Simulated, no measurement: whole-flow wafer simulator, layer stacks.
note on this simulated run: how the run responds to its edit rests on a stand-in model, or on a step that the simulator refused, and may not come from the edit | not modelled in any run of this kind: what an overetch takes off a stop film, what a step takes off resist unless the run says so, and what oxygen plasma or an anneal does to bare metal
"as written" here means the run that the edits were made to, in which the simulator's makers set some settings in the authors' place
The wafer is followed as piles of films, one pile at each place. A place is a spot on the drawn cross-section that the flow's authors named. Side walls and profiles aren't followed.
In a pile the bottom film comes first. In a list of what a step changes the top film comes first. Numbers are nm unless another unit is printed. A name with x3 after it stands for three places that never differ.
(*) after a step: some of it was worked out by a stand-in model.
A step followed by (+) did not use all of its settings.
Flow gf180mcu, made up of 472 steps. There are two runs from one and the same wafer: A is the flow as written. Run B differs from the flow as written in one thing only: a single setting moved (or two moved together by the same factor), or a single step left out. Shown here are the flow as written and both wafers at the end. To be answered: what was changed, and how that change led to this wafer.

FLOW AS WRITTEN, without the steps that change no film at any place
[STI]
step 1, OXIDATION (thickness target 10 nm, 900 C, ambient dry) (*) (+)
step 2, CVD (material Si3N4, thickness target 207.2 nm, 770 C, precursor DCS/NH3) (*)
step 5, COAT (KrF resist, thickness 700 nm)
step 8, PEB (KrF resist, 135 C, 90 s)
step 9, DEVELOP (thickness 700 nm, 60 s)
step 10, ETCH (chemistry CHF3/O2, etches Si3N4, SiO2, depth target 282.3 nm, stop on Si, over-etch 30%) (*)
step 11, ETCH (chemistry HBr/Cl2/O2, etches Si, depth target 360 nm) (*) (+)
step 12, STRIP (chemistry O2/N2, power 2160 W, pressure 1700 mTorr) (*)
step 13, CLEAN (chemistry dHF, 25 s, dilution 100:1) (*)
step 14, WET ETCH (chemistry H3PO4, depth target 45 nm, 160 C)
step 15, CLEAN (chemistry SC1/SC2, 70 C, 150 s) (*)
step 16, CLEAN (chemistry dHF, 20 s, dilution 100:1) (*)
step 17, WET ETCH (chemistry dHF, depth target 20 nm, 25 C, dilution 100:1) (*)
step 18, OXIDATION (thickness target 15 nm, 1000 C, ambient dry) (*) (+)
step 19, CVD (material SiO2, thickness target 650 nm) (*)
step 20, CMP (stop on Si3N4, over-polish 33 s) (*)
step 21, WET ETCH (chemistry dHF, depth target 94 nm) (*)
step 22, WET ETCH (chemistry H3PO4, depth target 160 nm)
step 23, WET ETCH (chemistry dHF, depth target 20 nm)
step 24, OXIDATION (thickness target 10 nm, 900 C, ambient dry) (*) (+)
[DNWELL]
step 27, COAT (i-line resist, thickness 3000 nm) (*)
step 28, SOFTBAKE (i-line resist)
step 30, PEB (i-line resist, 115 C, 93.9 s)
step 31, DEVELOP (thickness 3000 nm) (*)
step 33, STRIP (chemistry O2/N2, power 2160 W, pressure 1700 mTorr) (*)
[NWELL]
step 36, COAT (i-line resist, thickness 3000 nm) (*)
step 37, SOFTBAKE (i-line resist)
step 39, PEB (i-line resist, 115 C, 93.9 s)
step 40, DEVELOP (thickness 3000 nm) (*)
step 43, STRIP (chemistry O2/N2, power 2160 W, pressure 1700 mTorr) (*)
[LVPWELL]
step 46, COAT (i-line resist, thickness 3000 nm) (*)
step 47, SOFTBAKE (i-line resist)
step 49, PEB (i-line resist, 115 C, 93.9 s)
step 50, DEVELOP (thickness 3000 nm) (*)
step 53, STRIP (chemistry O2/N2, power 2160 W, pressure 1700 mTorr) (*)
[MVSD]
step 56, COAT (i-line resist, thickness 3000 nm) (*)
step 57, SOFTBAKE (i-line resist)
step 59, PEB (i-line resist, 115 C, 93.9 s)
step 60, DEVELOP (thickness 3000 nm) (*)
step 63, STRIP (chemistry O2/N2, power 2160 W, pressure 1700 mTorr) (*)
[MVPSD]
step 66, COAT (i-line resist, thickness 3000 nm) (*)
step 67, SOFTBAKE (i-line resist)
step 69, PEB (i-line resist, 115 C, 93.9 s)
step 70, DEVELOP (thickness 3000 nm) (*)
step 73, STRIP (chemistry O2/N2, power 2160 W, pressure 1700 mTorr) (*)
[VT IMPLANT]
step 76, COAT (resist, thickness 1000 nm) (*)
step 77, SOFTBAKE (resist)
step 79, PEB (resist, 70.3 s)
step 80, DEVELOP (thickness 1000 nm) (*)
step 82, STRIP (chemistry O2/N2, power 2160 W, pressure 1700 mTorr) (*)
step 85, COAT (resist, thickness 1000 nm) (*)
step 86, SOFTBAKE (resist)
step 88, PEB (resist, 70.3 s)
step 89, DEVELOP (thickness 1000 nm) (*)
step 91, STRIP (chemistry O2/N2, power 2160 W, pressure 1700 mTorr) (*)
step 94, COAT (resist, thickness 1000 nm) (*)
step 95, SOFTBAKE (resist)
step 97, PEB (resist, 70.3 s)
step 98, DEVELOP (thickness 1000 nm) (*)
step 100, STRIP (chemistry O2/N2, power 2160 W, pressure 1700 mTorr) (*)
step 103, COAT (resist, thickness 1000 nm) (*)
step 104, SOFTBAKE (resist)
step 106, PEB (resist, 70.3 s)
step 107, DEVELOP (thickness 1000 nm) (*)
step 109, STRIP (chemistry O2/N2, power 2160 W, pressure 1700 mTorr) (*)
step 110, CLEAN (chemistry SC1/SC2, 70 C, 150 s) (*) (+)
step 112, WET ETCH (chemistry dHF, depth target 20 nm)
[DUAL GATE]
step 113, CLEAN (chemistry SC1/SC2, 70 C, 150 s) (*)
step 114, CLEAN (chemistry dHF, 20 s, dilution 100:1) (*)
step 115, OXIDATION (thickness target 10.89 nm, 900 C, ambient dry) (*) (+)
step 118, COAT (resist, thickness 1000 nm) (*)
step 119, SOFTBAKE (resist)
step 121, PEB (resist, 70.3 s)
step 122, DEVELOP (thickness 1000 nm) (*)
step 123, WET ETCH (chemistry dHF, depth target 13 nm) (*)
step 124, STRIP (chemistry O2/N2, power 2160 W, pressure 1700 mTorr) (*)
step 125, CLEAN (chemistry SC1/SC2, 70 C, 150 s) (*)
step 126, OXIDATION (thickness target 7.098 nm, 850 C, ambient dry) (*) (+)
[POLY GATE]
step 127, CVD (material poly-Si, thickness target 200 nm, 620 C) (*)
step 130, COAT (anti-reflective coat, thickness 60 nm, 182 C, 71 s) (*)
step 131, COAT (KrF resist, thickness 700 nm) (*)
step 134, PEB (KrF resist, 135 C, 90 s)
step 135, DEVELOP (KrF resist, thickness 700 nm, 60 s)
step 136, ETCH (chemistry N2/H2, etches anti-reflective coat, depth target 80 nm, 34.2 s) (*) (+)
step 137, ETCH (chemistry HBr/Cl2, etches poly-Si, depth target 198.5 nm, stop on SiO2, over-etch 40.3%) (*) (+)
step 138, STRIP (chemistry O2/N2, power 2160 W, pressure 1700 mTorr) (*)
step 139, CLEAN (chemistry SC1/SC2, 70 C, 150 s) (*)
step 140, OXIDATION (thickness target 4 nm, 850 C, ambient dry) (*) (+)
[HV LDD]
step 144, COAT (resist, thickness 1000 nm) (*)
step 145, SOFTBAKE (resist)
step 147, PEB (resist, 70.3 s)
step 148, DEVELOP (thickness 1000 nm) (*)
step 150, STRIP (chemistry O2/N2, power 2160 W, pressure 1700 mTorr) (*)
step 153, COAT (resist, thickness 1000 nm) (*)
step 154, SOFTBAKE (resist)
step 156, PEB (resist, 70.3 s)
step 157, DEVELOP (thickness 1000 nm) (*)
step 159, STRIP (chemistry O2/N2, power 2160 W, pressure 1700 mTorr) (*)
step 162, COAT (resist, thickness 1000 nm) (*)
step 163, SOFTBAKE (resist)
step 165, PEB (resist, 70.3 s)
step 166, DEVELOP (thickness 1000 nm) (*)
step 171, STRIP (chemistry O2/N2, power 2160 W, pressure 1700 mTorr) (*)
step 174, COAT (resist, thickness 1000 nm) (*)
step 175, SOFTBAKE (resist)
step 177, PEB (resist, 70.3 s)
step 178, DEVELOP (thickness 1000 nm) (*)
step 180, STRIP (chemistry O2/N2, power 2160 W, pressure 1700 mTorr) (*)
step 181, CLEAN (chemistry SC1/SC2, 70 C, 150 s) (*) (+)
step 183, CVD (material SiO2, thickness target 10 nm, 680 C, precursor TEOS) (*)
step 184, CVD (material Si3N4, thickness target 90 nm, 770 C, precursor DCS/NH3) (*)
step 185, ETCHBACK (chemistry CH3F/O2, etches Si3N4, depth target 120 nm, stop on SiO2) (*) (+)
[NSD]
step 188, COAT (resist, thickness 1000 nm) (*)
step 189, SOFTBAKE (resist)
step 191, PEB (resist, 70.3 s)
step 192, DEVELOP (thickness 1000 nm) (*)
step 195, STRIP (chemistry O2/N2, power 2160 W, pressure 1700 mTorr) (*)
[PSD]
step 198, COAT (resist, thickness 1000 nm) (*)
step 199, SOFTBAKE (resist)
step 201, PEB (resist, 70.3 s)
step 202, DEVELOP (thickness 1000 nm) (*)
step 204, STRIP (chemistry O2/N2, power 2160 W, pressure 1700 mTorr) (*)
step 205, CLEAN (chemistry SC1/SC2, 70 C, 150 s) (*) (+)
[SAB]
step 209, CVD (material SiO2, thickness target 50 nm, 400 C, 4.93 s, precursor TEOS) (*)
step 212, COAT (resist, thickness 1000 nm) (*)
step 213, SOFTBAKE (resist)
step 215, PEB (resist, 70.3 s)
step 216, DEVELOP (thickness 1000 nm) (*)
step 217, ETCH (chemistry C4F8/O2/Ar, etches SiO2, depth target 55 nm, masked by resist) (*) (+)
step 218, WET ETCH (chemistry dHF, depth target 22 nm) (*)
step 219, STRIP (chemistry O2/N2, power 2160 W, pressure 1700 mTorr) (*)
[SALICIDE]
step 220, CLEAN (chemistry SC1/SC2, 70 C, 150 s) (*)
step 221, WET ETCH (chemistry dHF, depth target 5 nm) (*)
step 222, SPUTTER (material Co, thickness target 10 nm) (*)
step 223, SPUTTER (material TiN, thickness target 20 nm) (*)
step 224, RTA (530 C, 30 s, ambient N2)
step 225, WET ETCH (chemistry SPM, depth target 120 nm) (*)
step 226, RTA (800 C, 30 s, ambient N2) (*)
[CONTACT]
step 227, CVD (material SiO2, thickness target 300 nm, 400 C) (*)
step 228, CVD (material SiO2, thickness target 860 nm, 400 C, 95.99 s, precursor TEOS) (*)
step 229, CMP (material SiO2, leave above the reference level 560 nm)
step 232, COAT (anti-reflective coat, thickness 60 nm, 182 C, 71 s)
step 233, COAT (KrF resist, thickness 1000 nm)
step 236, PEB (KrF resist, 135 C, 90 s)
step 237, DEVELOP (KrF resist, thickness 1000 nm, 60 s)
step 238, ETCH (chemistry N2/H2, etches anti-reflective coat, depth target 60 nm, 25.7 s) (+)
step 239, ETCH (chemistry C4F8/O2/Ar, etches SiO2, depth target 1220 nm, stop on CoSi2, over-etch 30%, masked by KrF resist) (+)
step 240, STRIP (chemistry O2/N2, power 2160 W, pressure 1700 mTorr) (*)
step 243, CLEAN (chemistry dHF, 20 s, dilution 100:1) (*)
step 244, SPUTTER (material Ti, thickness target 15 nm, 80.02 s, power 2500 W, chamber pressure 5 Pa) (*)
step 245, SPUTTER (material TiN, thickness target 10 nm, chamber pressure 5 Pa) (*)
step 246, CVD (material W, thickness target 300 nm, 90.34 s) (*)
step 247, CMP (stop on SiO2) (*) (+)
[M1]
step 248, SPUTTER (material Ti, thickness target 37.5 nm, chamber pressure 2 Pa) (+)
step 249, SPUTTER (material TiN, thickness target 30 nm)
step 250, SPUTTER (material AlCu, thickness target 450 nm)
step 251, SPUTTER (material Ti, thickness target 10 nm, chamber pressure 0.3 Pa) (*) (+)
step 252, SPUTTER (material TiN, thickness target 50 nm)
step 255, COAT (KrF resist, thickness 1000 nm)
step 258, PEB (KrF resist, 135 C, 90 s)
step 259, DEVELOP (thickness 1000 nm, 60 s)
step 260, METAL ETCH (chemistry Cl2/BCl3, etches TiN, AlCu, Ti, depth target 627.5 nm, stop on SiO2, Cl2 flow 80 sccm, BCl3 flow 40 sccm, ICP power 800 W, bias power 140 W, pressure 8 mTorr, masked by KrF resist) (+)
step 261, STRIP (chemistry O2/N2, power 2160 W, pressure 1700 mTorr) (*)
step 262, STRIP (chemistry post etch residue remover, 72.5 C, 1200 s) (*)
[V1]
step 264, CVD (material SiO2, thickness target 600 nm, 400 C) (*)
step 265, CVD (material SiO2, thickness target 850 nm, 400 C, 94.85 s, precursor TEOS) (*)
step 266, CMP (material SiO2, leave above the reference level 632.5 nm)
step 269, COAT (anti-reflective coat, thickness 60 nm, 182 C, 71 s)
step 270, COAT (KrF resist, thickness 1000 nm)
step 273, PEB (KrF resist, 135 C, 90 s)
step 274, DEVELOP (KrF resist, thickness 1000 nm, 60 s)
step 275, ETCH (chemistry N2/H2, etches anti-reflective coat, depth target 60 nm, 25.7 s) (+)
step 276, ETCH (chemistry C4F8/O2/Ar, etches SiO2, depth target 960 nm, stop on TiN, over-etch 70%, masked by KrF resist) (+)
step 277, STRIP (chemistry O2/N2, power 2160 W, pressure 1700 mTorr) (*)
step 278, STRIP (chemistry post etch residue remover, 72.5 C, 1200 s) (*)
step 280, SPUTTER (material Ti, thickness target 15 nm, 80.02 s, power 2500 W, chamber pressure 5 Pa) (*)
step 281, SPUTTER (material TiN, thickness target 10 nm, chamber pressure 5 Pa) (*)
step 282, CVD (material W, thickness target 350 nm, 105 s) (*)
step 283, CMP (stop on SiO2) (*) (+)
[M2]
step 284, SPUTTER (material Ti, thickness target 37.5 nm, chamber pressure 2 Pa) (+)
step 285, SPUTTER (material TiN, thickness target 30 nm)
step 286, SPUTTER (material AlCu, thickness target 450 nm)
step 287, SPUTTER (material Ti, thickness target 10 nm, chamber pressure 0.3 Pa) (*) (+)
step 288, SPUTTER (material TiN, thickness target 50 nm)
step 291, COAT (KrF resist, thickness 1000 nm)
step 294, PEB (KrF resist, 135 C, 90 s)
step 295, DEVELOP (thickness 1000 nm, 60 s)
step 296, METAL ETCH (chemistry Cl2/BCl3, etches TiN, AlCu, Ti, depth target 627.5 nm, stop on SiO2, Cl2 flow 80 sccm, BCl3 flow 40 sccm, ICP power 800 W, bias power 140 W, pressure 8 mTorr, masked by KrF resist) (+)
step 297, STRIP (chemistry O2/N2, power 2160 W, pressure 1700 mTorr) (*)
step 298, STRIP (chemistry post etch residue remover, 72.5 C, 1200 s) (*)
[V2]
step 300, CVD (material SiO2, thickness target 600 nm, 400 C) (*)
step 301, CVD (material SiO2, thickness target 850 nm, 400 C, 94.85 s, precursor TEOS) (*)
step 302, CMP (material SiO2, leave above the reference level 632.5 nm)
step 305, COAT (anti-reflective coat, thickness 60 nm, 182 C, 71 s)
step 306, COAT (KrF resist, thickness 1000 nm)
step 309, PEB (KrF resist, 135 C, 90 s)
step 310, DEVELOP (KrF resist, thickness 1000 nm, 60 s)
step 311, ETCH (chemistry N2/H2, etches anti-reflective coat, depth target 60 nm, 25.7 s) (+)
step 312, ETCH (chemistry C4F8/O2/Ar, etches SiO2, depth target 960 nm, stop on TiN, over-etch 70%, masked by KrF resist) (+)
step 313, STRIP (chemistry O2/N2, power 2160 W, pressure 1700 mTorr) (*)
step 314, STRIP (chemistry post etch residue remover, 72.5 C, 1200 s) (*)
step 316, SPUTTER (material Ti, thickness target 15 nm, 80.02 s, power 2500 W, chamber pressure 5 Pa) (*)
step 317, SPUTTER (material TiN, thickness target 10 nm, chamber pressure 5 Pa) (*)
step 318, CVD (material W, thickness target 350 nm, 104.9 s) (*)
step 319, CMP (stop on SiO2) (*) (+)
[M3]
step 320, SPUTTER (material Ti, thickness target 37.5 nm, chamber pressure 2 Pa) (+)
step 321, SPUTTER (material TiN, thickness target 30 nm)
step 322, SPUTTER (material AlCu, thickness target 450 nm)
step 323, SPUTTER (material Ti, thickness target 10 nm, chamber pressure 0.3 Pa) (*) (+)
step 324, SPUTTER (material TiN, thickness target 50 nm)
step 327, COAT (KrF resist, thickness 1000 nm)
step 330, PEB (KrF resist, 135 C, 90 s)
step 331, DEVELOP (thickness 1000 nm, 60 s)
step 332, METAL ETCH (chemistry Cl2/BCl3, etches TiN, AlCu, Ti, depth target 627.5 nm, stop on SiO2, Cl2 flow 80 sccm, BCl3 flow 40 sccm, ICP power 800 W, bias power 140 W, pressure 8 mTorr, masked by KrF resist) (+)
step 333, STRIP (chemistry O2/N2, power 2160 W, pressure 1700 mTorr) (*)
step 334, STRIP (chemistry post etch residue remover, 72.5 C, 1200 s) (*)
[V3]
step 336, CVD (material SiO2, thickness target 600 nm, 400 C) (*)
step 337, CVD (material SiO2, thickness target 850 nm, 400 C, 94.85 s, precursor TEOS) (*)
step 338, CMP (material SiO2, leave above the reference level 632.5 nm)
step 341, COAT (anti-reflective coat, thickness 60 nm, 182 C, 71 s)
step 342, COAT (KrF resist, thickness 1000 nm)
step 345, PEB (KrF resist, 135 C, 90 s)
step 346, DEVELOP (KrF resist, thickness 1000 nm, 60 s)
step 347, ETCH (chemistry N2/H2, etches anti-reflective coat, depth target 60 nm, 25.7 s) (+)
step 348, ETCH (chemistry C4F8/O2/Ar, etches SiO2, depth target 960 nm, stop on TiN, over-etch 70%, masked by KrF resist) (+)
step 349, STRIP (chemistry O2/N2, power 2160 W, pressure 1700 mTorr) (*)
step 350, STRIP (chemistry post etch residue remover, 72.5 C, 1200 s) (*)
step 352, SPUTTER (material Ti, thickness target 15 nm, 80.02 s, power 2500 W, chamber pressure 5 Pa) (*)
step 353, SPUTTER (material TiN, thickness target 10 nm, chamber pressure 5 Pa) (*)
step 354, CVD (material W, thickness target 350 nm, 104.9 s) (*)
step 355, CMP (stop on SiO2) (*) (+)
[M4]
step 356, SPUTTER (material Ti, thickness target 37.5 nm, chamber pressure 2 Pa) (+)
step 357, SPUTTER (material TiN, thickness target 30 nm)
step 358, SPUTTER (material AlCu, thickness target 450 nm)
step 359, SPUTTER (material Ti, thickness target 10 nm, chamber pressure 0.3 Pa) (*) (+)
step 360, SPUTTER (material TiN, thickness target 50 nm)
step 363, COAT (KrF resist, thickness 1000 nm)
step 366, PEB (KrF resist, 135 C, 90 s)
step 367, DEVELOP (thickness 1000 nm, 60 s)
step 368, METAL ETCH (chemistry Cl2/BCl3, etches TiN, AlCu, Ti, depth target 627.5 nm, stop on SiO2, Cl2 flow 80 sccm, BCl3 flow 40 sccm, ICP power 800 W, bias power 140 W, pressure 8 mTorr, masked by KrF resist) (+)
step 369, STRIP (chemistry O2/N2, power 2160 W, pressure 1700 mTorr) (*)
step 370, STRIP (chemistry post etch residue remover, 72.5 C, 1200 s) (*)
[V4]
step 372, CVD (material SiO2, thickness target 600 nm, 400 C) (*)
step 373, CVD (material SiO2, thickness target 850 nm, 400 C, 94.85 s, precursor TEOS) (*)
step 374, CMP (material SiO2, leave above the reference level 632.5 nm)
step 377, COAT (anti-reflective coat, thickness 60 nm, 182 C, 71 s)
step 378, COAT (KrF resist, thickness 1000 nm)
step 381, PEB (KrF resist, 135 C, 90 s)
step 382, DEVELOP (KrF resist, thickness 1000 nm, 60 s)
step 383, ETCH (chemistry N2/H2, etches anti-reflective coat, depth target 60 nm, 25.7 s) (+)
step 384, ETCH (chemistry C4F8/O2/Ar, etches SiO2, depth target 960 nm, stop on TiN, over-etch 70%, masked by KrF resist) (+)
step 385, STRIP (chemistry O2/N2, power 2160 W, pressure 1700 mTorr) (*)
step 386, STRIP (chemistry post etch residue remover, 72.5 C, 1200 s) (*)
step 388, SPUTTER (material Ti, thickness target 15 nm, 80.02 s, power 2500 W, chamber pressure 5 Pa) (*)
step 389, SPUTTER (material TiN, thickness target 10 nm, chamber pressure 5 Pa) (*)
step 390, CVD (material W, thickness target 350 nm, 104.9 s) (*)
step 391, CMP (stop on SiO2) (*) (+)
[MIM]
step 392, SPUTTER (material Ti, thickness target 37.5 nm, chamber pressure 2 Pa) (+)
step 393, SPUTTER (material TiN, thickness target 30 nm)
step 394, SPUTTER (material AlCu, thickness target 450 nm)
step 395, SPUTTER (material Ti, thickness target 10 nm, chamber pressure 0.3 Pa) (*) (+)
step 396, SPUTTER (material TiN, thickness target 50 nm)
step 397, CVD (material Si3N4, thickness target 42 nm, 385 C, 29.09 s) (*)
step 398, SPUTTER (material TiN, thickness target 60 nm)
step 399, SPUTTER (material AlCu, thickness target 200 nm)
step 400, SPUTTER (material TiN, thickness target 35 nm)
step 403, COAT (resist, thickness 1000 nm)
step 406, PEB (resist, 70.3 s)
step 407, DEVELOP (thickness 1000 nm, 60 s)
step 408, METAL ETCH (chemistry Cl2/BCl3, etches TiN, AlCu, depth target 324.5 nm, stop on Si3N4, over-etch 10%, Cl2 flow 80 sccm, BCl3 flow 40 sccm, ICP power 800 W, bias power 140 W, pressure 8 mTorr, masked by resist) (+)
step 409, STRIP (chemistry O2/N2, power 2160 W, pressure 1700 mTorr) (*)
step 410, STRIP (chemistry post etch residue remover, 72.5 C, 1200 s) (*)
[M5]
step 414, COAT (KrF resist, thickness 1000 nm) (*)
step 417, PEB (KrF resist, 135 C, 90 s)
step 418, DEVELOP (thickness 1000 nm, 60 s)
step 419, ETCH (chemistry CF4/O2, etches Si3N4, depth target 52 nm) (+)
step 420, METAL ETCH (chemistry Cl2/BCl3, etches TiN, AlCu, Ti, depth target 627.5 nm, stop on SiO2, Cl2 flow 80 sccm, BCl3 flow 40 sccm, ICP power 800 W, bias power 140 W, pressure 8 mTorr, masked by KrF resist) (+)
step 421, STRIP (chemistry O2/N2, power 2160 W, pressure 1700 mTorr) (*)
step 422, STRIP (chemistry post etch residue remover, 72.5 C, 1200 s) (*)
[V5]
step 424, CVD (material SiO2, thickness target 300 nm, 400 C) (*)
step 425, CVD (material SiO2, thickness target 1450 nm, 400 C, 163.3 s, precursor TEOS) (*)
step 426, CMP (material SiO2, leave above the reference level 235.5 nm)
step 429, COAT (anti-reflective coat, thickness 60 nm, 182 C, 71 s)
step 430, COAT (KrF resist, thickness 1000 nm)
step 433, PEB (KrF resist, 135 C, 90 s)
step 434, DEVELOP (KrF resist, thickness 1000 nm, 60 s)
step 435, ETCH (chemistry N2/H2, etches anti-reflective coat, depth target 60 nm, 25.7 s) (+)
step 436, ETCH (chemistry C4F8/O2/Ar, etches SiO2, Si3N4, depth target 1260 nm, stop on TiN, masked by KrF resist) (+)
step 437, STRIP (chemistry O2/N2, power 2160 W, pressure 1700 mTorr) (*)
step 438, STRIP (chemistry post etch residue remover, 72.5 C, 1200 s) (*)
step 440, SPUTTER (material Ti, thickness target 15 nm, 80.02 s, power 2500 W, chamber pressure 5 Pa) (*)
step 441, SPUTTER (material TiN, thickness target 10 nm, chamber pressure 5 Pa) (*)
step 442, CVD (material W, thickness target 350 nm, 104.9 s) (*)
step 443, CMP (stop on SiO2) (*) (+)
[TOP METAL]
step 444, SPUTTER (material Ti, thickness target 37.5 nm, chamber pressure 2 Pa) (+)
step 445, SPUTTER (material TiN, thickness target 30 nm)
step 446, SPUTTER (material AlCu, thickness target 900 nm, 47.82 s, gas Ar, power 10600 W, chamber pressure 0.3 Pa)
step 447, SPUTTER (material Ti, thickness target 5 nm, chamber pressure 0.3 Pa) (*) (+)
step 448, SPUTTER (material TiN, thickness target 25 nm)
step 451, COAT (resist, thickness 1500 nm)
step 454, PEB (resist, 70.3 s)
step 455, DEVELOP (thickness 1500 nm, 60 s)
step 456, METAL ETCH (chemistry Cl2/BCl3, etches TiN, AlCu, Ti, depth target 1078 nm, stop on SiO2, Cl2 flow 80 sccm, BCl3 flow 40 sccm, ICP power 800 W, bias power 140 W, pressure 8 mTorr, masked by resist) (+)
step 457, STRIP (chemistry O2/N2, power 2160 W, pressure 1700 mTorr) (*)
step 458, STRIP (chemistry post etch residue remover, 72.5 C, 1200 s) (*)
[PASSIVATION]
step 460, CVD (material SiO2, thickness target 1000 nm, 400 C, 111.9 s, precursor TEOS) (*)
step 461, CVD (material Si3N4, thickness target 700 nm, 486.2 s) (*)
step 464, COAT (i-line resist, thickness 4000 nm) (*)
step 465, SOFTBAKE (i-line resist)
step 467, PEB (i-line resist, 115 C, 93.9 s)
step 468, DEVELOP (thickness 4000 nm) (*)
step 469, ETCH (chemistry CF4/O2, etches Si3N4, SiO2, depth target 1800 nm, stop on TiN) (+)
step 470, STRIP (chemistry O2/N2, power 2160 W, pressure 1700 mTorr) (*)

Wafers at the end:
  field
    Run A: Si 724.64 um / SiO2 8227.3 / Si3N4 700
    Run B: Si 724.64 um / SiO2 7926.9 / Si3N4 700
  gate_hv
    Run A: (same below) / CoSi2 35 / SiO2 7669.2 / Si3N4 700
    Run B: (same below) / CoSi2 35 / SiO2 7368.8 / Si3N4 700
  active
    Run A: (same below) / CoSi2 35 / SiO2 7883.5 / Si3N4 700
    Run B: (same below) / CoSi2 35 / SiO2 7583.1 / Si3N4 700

The reason: step 302, CMP: leave above the reference level 332.1 nm was run, though the flow has leave above the reference level 632.5 nm.

The path from the change to this, step by step:
  step 302, CMP (material SiO2, leave above the reference level 632.5 nm)
      field, field__w1, field__w2 and 103 more: A -300 SiO2 | B -600.4 SiO2
      field__w8, contact, m1, m1__w1, m1_nw: A -877.1 SiO2 | B -1177.5 SiO2
  step 312, ETCH (chemistry C4F8/O2/Ar, etches SiO2, depth target 960 nm, stop on TiN, over-etch 70%, masked by KrF resist) (+)
      field, field__w1, field__w2 and 107 more: A -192 KrF resist | B -92.5 KrF resist
      contact: A -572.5 SiO2 (all of it) | B -272.1 SiO2 (all of it)
  step 313, STRIP (chemistry O2/N2, power 2160 W, pressure 1700 mTorr) (*)
      field, field__w1, field__w2 and 107 more: A -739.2 KrF resist (all of it), -60 anti-reflective coat (all of it) | B -838.7 KrF resist (all of it), -60 anti-reflective coat (all of it)
  step 316, SPUTTER (material Ti, thickness target 15 nm, 80.02 s, power 2500 W, chamber pressure 5 Pa) (*)
      contact: A +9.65 Ti (new film) | B +11.6 Ti (new film)
  step 317, SPUTTER (material TiN, thickness target 10 nm, chamber pressure 5 Pa) (*)
      contact: A +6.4 TiN (new film) | B +7.74 TiN (new film)
  step 318, CVD (material W, thickness target 350 nm, 104.9 s) (*)
      contact: A +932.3 W (new film) | B +628.6 W (new film)
